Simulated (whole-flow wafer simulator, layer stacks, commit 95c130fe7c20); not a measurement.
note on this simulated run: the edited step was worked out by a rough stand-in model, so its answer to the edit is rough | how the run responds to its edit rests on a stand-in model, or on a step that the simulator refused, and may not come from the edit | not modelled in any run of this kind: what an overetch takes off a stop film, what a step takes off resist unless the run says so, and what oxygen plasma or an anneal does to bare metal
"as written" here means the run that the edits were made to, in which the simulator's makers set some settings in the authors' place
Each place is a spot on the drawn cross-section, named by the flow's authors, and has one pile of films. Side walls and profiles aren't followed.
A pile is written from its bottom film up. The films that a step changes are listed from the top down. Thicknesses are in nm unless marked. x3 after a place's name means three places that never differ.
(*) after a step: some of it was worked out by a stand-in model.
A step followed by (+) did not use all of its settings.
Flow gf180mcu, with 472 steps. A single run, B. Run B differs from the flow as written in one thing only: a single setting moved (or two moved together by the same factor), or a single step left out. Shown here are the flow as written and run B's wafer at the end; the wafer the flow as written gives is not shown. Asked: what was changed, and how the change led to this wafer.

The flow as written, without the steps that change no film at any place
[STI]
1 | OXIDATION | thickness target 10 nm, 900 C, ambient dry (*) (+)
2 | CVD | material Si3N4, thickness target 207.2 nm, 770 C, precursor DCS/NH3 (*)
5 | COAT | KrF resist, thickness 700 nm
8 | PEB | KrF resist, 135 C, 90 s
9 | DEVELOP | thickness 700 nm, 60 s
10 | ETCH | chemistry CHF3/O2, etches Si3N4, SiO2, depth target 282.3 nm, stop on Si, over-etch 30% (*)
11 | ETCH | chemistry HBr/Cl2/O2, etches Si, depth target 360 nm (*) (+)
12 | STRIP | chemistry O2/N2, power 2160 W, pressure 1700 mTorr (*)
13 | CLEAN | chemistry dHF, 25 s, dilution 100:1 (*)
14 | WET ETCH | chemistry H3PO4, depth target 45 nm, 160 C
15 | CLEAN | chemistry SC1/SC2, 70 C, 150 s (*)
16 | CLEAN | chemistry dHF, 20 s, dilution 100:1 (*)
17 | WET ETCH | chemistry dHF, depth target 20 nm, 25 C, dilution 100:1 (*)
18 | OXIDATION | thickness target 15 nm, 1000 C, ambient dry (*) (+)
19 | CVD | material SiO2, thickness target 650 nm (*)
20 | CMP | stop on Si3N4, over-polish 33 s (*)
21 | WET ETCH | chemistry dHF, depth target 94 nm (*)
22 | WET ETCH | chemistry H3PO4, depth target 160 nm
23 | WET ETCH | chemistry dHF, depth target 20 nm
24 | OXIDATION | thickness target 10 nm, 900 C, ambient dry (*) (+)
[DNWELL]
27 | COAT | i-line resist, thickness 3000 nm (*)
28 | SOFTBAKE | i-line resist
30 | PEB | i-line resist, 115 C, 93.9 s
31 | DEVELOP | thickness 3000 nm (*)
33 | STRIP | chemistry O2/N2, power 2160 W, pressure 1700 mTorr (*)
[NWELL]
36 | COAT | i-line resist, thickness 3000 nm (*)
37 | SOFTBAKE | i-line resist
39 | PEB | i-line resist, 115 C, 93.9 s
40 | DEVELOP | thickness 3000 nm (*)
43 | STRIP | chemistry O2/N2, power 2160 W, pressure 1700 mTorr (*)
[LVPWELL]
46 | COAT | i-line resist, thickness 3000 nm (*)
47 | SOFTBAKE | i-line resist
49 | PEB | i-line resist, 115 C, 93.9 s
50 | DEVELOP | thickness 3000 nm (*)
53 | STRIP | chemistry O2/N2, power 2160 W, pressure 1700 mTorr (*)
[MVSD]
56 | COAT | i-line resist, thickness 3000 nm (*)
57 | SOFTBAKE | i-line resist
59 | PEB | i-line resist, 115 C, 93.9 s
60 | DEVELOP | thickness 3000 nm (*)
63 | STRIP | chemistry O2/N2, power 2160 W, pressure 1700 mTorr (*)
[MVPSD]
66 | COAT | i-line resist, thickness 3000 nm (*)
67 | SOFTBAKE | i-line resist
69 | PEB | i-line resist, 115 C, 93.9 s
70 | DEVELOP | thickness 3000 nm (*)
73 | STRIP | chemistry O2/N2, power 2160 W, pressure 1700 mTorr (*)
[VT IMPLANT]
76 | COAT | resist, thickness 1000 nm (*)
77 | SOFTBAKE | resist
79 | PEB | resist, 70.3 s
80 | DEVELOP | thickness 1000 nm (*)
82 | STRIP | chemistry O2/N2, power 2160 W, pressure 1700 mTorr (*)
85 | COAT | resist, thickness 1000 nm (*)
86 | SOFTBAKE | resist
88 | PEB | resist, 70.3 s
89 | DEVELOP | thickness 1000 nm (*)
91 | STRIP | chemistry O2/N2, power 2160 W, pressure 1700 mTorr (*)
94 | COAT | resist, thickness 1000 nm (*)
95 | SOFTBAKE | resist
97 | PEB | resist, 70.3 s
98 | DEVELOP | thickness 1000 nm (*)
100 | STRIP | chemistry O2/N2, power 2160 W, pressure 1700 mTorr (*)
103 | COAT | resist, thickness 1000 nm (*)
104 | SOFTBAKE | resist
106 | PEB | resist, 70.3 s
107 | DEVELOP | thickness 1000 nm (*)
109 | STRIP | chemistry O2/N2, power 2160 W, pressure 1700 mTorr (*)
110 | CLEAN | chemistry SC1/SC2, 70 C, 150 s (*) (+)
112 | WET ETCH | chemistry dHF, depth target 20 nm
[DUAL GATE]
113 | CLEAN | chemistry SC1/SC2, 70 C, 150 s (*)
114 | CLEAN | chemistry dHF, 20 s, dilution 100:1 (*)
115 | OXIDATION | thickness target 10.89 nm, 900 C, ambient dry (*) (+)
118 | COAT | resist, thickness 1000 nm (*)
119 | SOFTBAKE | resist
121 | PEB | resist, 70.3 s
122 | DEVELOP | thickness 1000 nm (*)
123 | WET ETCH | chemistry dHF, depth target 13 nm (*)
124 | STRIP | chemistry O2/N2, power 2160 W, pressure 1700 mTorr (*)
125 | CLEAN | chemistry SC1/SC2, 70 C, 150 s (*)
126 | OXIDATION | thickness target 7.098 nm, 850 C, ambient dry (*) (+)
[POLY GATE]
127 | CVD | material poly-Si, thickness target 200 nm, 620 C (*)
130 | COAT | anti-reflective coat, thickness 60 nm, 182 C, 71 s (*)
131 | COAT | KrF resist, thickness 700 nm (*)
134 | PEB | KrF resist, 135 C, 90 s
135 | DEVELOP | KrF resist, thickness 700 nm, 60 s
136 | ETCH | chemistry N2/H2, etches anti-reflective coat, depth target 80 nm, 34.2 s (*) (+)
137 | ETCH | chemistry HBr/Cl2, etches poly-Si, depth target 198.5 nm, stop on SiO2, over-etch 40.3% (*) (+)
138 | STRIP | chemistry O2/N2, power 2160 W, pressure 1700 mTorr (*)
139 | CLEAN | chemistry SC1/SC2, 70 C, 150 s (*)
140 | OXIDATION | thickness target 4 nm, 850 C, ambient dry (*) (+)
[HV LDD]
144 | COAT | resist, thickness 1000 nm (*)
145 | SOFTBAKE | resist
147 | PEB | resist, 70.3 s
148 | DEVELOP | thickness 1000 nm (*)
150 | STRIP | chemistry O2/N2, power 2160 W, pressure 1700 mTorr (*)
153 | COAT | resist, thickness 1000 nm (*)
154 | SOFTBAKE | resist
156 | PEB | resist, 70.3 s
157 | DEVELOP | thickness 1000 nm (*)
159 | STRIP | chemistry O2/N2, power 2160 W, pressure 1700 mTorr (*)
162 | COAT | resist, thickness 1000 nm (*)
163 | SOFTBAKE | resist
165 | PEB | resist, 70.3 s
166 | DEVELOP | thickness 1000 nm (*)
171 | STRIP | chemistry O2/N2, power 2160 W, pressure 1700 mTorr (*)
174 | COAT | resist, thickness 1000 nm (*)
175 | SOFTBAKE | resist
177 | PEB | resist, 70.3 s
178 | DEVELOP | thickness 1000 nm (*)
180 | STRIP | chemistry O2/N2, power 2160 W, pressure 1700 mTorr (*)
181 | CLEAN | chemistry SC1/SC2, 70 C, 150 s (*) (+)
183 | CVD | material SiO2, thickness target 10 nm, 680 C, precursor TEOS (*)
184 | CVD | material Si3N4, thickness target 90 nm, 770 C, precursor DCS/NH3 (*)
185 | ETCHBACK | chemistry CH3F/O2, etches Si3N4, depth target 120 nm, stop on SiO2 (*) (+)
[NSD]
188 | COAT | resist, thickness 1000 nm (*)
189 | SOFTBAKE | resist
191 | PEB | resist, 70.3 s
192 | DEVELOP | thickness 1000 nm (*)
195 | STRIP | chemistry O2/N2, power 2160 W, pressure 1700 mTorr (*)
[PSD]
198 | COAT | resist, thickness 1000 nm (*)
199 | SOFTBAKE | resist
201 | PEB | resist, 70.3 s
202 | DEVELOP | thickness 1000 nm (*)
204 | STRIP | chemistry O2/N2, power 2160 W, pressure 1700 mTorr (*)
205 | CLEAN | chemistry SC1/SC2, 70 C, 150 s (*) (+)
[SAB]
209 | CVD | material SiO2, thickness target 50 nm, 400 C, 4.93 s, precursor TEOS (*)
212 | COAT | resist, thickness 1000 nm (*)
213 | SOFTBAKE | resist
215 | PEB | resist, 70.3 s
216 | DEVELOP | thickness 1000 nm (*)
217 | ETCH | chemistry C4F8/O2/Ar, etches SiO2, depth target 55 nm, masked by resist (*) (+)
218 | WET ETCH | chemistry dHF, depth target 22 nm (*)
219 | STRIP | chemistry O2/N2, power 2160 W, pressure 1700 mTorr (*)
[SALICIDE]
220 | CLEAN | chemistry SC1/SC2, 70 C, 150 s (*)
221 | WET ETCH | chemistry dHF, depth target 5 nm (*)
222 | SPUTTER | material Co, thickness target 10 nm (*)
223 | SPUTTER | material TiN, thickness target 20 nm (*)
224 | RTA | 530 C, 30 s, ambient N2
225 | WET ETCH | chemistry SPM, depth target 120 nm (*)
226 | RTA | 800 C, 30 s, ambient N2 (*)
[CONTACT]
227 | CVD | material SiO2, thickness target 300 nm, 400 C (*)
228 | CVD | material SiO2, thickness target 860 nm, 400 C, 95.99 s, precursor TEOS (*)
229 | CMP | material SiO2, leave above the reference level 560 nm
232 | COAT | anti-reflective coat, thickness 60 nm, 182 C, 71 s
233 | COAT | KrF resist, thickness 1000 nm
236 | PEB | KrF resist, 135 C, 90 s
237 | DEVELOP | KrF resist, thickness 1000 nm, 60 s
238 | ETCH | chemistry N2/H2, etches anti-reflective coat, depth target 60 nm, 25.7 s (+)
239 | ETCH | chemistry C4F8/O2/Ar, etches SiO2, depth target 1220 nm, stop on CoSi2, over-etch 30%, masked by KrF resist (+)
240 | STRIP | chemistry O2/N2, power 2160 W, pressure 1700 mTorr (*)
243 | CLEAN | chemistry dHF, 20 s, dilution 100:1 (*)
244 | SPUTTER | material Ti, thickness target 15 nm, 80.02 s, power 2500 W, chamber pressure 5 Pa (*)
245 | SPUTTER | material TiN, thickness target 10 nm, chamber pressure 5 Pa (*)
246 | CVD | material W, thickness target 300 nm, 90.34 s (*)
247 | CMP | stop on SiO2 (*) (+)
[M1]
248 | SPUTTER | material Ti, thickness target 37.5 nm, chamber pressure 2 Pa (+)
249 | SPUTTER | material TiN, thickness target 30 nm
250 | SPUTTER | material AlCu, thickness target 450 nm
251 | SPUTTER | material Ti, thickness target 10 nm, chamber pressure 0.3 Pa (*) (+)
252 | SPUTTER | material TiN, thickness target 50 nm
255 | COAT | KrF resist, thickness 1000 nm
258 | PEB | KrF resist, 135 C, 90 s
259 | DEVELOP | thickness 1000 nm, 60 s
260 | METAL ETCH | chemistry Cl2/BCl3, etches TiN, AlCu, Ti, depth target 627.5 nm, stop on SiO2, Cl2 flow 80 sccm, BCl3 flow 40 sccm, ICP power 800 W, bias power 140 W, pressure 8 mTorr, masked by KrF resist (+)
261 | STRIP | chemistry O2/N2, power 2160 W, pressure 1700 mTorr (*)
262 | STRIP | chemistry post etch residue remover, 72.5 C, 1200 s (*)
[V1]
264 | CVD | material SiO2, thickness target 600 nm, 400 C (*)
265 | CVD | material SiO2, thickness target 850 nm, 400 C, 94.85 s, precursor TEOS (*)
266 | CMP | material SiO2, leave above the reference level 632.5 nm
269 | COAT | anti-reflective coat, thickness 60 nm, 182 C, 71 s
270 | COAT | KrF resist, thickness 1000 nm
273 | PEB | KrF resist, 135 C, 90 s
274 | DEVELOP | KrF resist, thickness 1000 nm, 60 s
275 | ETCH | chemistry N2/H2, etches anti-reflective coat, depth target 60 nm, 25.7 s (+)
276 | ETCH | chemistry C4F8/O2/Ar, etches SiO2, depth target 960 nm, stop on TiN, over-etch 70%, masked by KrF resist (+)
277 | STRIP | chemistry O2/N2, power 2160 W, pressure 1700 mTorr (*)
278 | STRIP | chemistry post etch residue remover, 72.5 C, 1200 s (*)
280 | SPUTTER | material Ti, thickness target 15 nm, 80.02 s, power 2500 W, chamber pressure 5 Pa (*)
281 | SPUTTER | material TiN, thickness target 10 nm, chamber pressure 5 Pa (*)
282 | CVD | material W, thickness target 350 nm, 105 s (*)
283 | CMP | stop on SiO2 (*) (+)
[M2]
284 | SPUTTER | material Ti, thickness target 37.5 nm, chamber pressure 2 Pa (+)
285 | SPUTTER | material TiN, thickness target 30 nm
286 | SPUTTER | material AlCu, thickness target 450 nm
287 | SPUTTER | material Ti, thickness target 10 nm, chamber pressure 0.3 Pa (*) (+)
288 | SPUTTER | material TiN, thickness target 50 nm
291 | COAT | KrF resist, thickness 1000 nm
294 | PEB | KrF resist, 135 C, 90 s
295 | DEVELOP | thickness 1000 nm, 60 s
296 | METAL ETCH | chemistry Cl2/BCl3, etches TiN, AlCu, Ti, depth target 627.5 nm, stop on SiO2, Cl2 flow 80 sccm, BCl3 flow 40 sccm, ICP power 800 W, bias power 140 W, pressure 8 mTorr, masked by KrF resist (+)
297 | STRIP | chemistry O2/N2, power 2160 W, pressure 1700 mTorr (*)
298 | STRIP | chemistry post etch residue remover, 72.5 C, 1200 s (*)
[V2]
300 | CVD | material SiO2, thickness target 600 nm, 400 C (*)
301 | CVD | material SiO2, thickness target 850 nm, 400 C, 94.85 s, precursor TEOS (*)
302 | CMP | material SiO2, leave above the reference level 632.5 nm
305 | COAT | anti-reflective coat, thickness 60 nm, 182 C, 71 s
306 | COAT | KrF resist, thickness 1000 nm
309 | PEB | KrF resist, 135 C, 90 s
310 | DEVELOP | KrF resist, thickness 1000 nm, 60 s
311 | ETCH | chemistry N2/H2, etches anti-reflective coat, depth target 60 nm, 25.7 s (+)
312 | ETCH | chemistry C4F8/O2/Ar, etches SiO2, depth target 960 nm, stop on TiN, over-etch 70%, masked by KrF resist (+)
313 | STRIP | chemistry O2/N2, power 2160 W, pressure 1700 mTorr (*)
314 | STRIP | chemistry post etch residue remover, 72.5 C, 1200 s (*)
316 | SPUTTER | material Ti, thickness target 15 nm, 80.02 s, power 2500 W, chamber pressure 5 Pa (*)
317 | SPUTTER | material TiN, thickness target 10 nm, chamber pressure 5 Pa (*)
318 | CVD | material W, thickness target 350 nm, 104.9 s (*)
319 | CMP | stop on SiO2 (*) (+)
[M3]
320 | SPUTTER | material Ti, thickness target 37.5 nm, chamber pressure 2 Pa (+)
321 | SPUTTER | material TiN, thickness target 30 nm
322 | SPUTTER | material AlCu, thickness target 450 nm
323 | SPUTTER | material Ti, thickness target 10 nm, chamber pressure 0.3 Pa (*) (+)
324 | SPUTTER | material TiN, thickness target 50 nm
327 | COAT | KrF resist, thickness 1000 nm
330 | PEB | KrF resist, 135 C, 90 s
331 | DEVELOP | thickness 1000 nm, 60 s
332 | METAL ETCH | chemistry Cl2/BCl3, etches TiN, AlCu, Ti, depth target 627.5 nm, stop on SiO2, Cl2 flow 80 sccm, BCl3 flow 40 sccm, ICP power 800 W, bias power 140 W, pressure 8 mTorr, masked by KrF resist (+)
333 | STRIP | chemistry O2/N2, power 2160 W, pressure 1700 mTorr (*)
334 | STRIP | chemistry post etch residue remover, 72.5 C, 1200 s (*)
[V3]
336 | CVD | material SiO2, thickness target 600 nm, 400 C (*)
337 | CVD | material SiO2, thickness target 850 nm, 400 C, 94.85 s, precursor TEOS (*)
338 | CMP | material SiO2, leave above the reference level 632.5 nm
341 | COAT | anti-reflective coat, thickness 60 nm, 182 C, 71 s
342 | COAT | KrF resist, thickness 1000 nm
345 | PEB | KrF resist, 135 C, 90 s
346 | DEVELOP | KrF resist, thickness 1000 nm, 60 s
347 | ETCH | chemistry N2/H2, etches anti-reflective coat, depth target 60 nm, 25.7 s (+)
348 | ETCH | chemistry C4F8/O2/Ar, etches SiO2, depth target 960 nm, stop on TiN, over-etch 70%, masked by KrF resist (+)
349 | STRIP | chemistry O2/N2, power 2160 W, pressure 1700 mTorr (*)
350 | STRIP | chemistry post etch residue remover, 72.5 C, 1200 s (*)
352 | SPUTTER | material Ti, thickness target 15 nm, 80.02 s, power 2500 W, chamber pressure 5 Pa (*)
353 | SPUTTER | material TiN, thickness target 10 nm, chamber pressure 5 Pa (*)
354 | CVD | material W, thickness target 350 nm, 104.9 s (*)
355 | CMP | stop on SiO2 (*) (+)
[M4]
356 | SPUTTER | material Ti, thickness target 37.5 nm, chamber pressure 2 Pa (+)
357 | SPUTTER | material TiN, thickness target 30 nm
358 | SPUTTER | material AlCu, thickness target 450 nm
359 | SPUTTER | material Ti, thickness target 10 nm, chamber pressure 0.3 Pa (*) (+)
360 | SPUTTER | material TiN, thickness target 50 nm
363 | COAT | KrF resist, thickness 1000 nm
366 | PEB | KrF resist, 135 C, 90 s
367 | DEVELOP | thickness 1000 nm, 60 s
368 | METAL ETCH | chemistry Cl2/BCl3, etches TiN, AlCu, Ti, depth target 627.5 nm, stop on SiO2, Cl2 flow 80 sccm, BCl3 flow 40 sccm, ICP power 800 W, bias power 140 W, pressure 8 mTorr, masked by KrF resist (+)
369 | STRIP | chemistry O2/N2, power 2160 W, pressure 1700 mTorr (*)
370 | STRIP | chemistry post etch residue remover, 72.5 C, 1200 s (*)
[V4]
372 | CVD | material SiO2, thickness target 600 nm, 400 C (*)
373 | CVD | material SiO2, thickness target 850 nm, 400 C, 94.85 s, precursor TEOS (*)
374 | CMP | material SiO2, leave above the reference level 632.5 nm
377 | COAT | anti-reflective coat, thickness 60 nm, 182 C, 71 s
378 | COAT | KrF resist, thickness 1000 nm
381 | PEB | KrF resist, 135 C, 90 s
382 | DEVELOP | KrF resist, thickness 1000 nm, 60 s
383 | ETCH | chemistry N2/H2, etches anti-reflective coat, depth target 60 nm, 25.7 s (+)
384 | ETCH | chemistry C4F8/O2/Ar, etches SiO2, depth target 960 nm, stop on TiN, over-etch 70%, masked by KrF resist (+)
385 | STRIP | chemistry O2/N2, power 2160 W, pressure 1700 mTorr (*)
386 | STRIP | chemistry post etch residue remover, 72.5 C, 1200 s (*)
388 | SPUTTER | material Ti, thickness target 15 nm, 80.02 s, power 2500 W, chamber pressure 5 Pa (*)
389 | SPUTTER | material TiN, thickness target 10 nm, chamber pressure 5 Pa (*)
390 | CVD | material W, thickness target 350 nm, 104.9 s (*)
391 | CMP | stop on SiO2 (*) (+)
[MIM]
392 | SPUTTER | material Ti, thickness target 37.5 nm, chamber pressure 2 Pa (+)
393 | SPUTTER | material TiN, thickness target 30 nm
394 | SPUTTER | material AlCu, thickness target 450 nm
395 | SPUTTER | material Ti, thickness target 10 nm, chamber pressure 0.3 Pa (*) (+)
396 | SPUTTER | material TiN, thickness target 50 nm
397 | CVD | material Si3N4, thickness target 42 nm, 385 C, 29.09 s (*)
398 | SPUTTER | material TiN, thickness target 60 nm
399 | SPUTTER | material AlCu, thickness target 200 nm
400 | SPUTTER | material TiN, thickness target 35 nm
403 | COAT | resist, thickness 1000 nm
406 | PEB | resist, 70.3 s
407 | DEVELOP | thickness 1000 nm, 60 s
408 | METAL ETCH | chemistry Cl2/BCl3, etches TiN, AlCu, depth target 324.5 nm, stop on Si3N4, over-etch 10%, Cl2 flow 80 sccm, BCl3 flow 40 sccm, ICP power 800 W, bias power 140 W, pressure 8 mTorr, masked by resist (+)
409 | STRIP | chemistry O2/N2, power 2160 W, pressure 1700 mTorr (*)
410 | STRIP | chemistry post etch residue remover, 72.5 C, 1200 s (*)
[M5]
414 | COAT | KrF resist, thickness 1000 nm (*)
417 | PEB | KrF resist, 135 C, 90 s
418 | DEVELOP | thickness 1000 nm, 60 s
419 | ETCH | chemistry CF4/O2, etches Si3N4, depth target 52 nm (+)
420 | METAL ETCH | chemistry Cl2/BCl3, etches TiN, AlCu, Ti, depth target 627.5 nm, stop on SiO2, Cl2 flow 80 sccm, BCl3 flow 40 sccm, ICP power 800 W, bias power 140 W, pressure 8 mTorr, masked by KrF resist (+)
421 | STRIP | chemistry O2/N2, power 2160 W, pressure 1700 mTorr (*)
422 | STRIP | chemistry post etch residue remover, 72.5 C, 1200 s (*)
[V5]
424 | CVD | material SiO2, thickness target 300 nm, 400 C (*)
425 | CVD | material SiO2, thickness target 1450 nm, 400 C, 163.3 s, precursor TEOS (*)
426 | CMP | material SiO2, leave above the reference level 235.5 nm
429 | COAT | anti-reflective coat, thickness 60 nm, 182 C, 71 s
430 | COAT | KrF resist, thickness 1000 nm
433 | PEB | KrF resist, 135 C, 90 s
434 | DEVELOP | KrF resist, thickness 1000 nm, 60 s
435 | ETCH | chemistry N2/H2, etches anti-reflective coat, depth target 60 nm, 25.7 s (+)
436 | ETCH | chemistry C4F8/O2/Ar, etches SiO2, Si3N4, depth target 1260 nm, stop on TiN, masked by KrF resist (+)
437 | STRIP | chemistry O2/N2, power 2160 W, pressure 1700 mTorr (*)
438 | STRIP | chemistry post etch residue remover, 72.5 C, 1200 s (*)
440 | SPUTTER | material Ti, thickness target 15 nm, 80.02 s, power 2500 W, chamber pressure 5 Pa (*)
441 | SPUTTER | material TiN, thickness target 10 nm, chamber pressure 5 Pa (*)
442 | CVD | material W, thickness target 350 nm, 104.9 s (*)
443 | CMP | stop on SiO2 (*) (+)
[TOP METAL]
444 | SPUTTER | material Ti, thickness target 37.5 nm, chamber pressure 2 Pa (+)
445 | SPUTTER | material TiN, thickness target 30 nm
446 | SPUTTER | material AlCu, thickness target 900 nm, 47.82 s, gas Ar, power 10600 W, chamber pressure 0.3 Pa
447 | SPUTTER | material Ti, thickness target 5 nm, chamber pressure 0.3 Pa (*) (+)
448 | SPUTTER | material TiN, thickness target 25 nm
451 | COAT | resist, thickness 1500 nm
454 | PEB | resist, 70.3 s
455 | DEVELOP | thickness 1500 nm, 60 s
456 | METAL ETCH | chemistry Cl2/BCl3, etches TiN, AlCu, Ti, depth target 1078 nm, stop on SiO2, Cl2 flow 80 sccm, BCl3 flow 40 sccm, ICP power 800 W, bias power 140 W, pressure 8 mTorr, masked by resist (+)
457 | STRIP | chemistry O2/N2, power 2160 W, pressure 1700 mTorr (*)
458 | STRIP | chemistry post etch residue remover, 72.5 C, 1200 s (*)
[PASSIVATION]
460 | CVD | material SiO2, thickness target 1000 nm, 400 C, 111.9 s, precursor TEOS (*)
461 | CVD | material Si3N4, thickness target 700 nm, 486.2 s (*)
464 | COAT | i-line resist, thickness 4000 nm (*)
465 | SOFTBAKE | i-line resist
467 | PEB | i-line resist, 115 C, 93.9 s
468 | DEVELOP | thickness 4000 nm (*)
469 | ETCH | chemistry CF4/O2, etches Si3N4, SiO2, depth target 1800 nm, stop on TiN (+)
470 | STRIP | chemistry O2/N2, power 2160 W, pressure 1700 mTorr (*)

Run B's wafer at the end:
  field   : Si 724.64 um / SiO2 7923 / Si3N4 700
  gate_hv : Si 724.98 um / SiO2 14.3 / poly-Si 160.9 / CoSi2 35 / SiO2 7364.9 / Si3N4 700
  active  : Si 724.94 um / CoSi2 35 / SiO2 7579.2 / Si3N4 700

Cause: step 460, CVD: thickness target 690 nm was run, while the flow as written has thickness target 1000 nm; step 460, CVD: 77.24 s was run, where the flow has 111.9 s.

Step by step, how the change led to this:
  460 | CVD | material SiO2, thickness target 1000 nm, 400 C, 111.9 s, precursor TEOS (*)
      field, field__w1, field__w2 and 103 more: SiO2 gains 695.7 (in the flow as written it would be: SiO2 gains 1000)
      field__w8, contact, m1, m1__w1, pad, m1_nw: SiO2 gains 695.7 (new film) (in the flow as written it would be: SiO2 gains 1000 (new film))
  465 | SOFTBAKE | i-line resist
      gate: i-line resist loses 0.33 (in the flow as written it would be: i-line resist gains 1.79)
      ld_acc_p, ld_fp_p, ld_drift_p: i-line resist gains 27 (in the flow as written it would be: i-line resist gains 33.8)
      (as well as at 57 more places)
  469 | ETCH | chemistry CF4/O2, etches Si3N4, SiO2, depth target 1800 nm, stop on TiN (+)
      pad: Si3N4 loses 700 (all of it), SiO2 loses 695.7 (all of it) (in the flow as written it would be: Si3N4 loses 700 (all of it), SiO2 loses 1000 (all of it))
